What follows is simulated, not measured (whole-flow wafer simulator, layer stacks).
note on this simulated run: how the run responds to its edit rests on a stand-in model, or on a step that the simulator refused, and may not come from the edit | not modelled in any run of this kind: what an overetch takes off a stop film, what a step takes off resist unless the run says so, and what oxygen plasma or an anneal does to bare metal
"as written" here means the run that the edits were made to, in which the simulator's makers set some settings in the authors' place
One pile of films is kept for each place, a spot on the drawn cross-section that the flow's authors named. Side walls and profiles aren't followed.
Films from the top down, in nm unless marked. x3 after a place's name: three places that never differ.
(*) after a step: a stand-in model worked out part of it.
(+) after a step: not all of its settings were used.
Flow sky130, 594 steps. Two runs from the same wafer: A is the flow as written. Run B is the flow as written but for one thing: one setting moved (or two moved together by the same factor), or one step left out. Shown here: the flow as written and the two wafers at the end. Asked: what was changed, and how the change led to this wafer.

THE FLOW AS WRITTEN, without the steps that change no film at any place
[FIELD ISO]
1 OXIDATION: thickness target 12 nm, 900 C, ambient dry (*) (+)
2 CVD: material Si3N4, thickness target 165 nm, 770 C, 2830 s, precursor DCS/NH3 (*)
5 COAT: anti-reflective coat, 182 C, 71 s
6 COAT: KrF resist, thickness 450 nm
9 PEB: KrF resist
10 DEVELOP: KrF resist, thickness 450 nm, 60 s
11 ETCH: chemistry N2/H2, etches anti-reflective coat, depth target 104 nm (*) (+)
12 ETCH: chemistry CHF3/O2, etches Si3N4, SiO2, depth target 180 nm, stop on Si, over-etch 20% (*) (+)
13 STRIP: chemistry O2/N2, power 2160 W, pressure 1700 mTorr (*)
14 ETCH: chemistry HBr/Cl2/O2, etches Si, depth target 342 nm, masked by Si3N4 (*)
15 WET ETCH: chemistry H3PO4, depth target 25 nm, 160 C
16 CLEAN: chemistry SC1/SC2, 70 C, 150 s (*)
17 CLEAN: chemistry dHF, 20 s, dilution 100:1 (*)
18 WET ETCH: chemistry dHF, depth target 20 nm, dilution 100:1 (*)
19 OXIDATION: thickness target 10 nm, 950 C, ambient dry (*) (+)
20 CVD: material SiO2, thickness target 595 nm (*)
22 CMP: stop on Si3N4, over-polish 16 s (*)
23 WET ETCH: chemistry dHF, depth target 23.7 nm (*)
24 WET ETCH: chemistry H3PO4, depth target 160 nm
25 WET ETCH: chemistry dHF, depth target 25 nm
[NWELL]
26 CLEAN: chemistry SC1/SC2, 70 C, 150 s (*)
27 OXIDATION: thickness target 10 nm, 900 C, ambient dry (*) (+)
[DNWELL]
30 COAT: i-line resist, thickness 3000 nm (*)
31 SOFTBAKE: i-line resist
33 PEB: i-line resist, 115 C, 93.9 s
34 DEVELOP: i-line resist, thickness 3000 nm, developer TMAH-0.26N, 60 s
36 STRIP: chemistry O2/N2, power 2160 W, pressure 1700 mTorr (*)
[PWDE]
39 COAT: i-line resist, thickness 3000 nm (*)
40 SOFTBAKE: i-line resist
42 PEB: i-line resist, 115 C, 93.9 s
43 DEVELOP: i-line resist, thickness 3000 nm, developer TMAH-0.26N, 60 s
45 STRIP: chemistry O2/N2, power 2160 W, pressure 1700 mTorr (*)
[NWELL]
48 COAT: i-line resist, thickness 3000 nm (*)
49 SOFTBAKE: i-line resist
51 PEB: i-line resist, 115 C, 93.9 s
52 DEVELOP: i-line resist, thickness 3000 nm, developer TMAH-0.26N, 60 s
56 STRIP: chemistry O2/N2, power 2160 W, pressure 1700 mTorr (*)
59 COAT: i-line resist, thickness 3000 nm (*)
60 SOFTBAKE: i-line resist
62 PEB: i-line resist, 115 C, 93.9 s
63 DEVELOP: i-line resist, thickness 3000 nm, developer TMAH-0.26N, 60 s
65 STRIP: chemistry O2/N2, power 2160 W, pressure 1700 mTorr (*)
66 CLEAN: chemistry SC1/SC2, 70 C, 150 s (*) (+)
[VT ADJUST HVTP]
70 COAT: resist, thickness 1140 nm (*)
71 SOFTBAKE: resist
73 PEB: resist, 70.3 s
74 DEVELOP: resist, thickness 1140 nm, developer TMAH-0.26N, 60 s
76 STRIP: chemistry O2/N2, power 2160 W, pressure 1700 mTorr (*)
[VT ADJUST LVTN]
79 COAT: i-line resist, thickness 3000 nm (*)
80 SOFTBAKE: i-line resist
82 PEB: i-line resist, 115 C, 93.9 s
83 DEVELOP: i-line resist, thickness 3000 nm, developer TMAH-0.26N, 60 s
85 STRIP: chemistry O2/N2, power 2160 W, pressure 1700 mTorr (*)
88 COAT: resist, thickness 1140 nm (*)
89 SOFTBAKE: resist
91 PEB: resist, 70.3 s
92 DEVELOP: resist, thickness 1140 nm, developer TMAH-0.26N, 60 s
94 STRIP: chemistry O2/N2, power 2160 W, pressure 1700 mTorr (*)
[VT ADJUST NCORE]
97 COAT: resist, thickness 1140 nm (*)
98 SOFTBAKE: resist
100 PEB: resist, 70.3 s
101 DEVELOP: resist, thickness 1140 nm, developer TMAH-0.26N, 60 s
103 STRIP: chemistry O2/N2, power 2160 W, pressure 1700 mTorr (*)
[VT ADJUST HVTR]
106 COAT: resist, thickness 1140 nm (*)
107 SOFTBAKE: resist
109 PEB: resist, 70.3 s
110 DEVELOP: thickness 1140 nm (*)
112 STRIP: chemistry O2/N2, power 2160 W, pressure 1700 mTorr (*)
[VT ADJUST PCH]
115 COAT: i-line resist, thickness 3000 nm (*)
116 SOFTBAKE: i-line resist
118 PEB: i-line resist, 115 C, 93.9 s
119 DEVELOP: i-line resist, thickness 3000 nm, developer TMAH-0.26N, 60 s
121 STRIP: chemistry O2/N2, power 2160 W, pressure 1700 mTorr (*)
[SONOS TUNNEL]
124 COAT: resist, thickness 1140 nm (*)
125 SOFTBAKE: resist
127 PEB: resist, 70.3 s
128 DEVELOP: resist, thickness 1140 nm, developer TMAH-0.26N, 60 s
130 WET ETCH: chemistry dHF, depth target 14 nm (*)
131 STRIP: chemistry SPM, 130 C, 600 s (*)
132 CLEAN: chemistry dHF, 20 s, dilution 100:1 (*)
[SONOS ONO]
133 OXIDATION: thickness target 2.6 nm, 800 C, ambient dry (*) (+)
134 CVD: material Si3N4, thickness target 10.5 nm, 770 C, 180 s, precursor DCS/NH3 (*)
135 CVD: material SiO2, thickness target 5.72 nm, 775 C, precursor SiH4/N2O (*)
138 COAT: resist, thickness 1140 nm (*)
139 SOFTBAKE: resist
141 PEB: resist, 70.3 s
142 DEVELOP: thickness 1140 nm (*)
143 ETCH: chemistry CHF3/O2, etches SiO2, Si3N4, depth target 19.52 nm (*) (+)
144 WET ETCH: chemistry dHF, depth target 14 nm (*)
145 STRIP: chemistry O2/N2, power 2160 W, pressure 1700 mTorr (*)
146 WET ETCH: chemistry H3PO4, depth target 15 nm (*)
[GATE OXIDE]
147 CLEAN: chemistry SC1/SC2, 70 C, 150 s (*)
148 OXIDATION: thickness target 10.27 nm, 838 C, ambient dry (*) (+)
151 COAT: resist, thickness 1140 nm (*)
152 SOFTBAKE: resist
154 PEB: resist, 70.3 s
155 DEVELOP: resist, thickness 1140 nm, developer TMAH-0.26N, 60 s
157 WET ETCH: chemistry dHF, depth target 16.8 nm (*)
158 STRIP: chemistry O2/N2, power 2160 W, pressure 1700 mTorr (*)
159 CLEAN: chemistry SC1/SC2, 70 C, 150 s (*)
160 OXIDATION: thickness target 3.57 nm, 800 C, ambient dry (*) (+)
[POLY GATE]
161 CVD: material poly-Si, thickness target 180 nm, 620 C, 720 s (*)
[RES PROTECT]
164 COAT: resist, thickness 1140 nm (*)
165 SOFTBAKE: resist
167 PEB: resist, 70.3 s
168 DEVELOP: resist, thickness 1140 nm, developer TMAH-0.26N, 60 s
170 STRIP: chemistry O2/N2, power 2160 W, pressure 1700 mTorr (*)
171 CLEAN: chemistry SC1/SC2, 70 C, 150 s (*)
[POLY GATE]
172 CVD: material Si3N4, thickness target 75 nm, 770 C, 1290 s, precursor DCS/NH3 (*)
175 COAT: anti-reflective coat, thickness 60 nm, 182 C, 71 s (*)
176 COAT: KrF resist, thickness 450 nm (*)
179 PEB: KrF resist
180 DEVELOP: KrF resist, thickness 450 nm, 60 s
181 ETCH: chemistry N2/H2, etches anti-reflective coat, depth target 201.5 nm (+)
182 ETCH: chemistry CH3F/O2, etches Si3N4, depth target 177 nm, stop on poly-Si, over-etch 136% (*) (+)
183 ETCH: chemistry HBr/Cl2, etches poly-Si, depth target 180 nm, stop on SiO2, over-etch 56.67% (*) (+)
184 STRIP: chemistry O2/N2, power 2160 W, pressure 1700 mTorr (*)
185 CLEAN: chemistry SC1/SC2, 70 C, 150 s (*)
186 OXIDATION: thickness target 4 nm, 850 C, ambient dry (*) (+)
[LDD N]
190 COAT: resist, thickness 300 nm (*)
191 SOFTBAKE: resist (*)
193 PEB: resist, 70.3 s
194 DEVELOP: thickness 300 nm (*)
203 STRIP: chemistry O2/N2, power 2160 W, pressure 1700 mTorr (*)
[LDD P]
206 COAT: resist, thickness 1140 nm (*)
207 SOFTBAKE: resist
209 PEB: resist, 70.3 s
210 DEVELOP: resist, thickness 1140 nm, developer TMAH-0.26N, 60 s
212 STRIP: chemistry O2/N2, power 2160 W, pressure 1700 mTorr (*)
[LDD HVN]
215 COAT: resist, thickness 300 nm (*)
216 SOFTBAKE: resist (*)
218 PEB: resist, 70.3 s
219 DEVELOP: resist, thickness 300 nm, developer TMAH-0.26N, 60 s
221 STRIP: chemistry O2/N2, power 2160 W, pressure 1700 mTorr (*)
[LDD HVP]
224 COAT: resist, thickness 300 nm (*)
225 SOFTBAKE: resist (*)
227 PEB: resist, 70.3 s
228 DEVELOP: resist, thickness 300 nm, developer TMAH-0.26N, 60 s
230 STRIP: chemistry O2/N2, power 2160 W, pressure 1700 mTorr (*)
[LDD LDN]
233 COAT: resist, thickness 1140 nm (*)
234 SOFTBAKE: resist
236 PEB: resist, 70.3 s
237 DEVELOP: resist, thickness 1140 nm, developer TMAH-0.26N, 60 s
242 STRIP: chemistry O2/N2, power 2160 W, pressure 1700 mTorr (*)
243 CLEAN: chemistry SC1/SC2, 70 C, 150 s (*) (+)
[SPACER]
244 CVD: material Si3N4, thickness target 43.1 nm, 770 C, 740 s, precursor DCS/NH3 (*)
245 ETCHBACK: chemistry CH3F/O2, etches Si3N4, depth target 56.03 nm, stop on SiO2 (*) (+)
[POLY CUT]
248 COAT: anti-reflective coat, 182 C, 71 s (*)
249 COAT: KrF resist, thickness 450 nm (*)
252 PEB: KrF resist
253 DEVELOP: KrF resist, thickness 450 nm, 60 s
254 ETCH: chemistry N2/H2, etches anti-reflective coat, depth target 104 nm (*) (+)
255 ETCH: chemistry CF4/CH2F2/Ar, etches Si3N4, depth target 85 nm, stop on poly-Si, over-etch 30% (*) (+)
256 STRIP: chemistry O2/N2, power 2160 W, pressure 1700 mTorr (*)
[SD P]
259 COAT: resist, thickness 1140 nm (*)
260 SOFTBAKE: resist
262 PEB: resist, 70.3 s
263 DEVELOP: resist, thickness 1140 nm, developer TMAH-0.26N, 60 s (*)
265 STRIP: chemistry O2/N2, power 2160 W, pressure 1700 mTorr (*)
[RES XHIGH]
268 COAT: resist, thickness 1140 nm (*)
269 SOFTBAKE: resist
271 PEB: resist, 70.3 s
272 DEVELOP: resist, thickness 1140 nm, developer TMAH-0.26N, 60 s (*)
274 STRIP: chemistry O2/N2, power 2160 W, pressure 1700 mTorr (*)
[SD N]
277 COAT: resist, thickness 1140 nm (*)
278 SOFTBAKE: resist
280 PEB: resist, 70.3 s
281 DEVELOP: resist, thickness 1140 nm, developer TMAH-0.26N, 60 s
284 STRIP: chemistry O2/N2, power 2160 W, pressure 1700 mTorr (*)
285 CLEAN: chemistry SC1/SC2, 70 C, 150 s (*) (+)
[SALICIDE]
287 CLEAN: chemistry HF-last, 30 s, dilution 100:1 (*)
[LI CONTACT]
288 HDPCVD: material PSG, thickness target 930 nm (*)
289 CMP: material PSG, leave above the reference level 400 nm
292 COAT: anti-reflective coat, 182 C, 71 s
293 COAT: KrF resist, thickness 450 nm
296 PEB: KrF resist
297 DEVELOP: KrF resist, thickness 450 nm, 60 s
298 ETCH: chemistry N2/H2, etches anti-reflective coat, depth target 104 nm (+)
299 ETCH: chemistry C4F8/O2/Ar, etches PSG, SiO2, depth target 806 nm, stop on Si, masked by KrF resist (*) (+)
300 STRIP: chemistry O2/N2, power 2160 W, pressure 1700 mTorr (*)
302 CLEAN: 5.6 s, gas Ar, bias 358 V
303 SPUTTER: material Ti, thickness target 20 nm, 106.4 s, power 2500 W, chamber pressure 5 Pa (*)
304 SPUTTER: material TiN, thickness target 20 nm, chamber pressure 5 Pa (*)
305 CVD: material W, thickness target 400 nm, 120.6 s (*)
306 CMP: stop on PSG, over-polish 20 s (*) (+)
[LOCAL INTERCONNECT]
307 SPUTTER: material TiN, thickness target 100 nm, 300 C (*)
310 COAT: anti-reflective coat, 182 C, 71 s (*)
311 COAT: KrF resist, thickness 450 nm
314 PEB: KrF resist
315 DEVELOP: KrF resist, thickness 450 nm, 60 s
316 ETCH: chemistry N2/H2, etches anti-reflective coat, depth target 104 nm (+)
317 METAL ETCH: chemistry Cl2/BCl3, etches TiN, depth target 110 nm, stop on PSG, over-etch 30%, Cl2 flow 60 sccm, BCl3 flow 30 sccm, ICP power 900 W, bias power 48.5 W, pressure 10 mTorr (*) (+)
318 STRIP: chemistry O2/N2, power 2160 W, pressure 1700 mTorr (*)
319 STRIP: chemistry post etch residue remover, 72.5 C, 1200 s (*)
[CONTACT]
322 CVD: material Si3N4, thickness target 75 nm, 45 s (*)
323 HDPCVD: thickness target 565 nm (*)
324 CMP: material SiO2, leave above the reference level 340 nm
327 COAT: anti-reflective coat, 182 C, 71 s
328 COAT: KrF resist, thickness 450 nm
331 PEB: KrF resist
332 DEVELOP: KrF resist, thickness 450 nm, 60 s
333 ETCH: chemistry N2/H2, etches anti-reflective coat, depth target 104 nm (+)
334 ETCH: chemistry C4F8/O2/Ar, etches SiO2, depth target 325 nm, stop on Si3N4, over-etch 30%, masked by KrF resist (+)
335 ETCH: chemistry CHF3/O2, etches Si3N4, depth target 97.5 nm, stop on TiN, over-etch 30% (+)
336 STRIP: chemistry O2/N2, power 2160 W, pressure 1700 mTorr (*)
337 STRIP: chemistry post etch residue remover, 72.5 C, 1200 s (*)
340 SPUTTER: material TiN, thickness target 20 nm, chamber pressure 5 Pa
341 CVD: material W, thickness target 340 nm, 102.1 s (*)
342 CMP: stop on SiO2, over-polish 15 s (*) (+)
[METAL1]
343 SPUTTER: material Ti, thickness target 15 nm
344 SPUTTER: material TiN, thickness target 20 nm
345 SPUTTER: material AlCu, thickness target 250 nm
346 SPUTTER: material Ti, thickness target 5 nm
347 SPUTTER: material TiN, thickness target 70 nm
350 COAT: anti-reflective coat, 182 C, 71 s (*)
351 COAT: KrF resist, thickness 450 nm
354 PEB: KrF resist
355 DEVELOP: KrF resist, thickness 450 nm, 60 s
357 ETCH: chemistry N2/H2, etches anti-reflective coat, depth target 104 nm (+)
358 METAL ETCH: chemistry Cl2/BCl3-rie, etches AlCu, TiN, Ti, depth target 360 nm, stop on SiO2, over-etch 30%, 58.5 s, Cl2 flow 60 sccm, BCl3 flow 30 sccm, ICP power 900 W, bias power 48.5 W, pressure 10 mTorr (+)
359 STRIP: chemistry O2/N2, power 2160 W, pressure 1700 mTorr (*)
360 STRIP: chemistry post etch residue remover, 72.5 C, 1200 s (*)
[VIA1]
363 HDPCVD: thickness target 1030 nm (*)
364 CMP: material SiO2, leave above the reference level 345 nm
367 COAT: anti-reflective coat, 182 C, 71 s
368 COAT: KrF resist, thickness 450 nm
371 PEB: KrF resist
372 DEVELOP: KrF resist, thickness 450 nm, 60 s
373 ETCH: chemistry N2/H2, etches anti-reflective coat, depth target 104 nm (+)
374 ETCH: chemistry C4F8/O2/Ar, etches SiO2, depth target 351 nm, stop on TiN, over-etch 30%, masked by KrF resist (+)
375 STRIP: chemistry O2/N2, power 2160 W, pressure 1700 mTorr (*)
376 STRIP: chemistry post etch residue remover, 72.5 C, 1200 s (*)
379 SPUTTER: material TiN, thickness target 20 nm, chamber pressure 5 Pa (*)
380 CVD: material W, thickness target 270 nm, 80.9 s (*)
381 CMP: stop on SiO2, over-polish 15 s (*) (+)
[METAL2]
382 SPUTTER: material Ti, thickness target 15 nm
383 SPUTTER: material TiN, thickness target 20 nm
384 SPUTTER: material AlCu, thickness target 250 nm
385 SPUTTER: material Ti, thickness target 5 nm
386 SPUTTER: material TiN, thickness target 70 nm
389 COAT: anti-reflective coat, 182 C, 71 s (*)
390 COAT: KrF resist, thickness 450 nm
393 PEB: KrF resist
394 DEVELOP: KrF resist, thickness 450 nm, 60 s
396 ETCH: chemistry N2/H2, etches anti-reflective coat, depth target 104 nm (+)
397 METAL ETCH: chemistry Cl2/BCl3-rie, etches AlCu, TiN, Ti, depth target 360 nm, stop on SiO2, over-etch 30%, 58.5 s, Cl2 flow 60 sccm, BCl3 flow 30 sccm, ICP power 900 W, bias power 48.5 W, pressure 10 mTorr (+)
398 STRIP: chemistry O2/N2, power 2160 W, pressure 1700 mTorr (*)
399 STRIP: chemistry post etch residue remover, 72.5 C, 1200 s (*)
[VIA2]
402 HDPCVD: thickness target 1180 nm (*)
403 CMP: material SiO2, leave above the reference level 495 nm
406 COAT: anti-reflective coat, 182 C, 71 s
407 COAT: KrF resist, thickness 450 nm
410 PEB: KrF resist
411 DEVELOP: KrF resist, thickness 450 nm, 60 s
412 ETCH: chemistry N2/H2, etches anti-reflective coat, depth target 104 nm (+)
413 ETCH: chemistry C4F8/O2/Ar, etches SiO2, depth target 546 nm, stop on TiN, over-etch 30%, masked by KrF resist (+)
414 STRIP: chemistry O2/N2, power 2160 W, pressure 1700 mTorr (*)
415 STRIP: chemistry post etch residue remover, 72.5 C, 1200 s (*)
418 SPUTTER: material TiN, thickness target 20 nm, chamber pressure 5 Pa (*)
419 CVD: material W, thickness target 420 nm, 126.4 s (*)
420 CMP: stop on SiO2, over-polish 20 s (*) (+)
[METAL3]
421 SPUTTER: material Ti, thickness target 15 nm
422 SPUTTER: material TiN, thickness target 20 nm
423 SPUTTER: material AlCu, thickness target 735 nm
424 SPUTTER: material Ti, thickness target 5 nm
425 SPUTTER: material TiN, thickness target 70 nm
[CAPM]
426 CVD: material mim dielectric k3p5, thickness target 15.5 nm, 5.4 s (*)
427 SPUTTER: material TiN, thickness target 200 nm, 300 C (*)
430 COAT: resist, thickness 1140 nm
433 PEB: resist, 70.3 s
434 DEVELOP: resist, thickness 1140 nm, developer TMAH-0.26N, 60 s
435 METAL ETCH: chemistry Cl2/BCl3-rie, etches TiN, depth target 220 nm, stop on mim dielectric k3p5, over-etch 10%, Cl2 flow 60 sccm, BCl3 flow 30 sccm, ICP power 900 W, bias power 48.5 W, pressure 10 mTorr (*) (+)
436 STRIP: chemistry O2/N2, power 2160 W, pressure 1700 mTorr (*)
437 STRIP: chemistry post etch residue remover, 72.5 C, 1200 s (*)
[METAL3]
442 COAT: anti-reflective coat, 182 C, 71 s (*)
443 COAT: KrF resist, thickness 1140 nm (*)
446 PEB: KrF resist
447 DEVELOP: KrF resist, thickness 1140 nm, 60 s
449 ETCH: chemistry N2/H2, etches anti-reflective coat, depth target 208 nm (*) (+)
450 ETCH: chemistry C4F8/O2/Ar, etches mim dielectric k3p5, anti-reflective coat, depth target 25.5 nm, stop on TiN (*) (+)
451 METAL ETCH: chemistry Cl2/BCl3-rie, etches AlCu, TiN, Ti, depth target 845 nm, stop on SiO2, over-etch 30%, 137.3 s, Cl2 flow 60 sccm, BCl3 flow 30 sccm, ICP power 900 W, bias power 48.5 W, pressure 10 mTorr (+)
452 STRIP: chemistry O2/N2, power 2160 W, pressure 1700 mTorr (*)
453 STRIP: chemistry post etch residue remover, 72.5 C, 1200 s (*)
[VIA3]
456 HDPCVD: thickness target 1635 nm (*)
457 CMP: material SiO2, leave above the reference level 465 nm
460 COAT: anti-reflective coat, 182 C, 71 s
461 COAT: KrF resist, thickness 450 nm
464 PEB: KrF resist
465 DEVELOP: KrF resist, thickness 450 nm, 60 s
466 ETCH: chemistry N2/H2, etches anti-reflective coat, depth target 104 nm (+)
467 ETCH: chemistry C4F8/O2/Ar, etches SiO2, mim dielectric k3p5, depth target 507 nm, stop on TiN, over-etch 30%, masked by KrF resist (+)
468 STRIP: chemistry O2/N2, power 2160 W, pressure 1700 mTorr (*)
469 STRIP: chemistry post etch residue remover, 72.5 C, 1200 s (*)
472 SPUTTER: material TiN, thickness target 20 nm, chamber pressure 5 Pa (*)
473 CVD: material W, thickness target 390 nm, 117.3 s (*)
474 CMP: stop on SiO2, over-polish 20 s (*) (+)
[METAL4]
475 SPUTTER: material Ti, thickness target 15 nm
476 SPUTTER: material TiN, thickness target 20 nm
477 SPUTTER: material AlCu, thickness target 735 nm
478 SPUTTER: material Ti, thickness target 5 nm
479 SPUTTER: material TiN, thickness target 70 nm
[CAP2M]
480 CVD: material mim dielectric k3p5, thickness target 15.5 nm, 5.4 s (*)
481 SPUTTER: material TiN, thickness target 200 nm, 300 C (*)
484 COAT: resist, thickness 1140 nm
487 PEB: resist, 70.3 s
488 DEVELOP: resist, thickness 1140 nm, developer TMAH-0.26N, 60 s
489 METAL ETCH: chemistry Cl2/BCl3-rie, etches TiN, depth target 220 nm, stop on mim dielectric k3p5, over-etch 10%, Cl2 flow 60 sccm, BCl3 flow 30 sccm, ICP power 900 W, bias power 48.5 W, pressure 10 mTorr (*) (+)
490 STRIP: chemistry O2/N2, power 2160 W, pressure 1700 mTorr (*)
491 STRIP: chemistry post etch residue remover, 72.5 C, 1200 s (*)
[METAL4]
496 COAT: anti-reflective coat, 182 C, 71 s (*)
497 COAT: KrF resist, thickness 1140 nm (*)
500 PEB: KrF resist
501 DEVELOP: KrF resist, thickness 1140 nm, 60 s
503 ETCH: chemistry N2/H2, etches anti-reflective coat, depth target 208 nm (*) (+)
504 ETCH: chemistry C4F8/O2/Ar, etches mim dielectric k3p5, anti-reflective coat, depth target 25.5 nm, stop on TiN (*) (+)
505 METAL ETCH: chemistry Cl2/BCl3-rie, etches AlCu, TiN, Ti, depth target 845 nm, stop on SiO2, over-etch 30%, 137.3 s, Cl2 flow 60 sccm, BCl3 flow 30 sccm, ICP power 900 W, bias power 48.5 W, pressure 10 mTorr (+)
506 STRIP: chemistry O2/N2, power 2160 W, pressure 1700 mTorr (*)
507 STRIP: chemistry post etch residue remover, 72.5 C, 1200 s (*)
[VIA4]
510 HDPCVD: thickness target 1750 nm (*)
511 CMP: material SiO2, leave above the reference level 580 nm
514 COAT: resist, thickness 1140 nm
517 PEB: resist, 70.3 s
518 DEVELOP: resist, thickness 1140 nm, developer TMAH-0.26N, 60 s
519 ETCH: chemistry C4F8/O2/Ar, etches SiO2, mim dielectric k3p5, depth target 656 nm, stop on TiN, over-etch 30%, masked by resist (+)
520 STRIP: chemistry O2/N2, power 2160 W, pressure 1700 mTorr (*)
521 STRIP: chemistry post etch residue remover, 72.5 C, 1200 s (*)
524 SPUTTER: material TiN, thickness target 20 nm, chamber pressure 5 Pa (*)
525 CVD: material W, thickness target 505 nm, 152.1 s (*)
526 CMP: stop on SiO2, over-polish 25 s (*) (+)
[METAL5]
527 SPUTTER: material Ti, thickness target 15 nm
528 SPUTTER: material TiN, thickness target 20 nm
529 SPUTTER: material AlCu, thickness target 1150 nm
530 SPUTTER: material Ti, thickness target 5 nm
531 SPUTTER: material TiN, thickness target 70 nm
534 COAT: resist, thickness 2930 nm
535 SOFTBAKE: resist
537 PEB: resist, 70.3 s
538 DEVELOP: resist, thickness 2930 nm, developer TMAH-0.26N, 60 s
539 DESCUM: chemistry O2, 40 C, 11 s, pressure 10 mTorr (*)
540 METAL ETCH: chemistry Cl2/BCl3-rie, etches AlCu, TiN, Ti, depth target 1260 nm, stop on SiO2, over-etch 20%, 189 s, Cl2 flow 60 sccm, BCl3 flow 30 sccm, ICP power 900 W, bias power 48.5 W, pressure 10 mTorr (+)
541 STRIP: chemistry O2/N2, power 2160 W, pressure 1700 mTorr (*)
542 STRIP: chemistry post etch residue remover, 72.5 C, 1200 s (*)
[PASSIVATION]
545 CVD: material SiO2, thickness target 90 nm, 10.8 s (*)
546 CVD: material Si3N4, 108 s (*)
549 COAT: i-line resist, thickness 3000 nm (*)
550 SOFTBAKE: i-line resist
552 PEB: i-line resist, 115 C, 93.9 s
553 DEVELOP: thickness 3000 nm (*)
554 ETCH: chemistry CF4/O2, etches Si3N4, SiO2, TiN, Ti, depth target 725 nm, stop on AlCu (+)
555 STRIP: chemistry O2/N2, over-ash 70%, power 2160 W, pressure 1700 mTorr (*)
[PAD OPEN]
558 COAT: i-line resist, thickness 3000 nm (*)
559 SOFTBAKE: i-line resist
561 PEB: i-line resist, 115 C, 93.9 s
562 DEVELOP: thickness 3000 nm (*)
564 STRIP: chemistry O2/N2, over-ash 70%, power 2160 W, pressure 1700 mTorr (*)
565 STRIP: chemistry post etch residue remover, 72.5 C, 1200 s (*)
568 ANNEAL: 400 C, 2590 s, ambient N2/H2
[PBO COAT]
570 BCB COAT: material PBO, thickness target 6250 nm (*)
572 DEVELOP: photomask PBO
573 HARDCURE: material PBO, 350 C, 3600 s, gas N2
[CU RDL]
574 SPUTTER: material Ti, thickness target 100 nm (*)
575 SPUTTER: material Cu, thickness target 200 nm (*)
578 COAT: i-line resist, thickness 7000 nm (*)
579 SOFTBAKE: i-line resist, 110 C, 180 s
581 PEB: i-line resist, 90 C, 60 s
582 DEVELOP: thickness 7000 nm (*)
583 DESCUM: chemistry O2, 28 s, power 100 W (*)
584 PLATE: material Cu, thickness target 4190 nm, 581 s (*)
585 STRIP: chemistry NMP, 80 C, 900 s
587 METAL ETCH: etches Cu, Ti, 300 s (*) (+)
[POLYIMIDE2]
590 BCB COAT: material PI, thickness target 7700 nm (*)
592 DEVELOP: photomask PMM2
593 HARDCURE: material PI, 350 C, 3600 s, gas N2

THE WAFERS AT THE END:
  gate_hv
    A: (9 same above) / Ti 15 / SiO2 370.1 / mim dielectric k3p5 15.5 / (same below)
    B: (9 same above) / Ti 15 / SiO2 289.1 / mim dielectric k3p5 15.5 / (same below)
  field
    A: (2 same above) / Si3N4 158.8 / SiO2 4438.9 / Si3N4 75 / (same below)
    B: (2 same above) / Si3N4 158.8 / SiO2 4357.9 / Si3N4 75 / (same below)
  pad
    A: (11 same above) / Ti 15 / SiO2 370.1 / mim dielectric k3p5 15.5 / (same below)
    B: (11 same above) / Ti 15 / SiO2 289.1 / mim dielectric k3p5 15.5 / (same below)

The cause: step 457, CMP: leave above the reference level 384 nm was run, where the flow has leave above the reference level 465 nm.

How the change led to this, step by step:
  457 CMP: material SiO2, leave above the reference level 465 nm
      n_well, p_well, gate_hv and 99 more: A SiO2 -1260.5 | B SiO2 -1341.5
      field, active, gate and 82 more: A SiO2 -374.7 | B SiO2 -455.7
      (and at 5 more places)
  467 ETCH: chemistry C4F8/O2/Ar, etches SiO2, mim dielectric k3p5, depth target 507 nm, stop on TiN, over-etch 30%, masked by KrF resist (+)
      field, active, n_well and 187 more: A KrF resist -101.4 | B KrF resist -80.3
      m1: A SiO2 -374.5 (all of it), mim dielectric k3p5 -15.5 (all of it) | B SiO2 -293.5 (all of it), mim dielectric k3p5 -15.5 (all of it)
      (and at 1 more place)
  468 STRIP: chemistry O2/N2, power 2160 W, pressure 1700 mTorr (*)
      field, active, n_well and 187 more: A KrF resist -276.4 (all of it), anti-reflective coat -80 (all of it) | B KrF resist -297.5 (all of it), anti-reflective coat -80 (all of it)
  472 SPUTTER: material TiN, thickness target 20 nm, chamber pressure 5 Pa (*)
      m1, via3_hole: A TiN +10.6 | B TiN +11.7
  473 CVD: material W, thickness target 390 nm, 117.3 s (*)
      m1: A W +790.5 (new film) | B W +708.3 (new film)
      via3_hole: A W +789.9 (new film) | B W +707.7 (new film)
